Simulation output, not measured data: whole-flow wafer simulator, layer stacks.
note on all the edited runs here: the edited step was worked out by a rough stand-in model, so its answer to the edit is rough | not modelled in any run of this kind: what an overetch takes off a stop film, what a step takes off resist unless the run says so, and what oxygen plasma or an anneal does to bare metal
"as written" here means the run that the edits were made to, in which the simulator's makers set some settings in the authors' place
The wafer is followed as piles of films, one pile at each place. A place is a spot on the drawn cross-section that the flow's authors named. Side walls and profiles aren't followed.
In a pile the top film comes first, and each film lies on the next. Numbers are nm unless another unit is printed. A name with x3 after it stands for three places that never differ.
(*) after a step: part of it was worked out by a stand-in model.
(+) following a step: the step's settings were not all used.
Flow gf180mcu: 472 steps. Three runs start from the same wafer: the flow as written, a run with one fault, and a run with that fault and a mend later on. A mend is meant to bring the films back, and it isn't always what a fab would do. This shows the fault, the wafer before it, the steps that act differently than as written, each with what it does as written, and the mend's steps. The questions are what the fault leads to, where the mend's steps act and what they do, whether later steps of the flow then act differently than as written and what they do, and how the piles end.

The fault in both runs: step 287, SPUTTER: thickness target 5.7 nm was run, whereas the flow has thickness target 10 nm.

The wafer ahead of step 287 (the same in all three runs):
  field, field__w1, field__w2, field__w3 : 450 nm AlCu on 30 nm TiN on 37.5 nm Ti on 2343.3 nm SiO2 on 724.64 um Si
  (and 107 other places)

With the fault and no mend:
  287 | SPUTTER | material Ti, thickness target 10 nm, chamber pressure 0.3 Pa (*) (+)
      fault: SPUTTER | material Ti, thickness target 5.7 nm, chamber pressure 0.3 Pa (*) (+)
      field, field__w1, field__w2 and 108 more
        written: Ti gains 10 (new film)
        fault: Ti gains 5.7 (new film)
  Later steps of the flow acting differently than as written (not shown: 5 more steps that differ only slightly, by at most 2% or 0.5 nm, whichever is larger):
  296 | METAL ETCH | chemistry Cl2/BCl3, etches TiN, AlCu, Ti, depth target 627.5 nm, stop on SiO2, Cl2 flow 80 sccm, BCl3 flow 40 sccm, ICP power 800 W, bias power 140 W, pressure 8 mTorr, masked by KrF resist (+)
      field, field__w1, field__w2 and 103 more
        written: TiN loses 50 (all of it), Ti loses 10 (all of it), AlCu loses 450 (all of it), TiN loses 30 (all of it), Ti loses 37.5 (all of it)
        fault: TiN loses 50 (all of it), Ti loses 5.7 (all of it), AlCu loses 450 (all of it), TiN loses 30 (all of it), Ti loses 37.5 (all of it)
  By the end, the piles at field__w8, contact, m1, m1__w1, m1_nw depart from the flow's by more than 2% or 0.5 nm, whichever is larger.
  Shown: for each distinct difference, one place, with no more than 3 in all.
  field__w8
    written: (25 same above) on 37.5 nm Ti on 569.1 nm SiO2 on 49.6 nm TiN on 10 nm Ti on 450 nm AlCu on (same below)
    fault: (25 same above) on 37.5 nm Ti on 573.4 nm SiO2 on 49.6 nm TiN on 5.7 nm Ti on 450 nm AlCu on (same below)
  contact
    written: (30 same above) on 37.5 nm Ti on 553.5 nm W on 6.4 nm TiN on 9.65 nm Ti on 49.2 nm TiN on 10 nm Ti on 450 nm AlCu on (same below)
    fault: (30 same above) on 37.5 nm Ti on 557.8 nm W on 6.39 nm TiN on 9.63 nm Ti on 49.2 nm TiN on 5.7 nm Ti on 450 nm AlCu on (same below)

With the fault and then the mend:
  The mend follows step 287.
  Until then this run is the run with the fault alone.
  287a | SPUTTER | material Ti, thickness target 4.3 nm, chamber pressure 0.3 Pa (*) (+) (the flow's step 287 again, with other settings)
      field, field__w1, field__w2 and 108 more
        Ti gains 4.3
  Every later step of the flow that is run acts as written at every place that is followed.
  At every place that both follow, the piles at the end match the flow's.
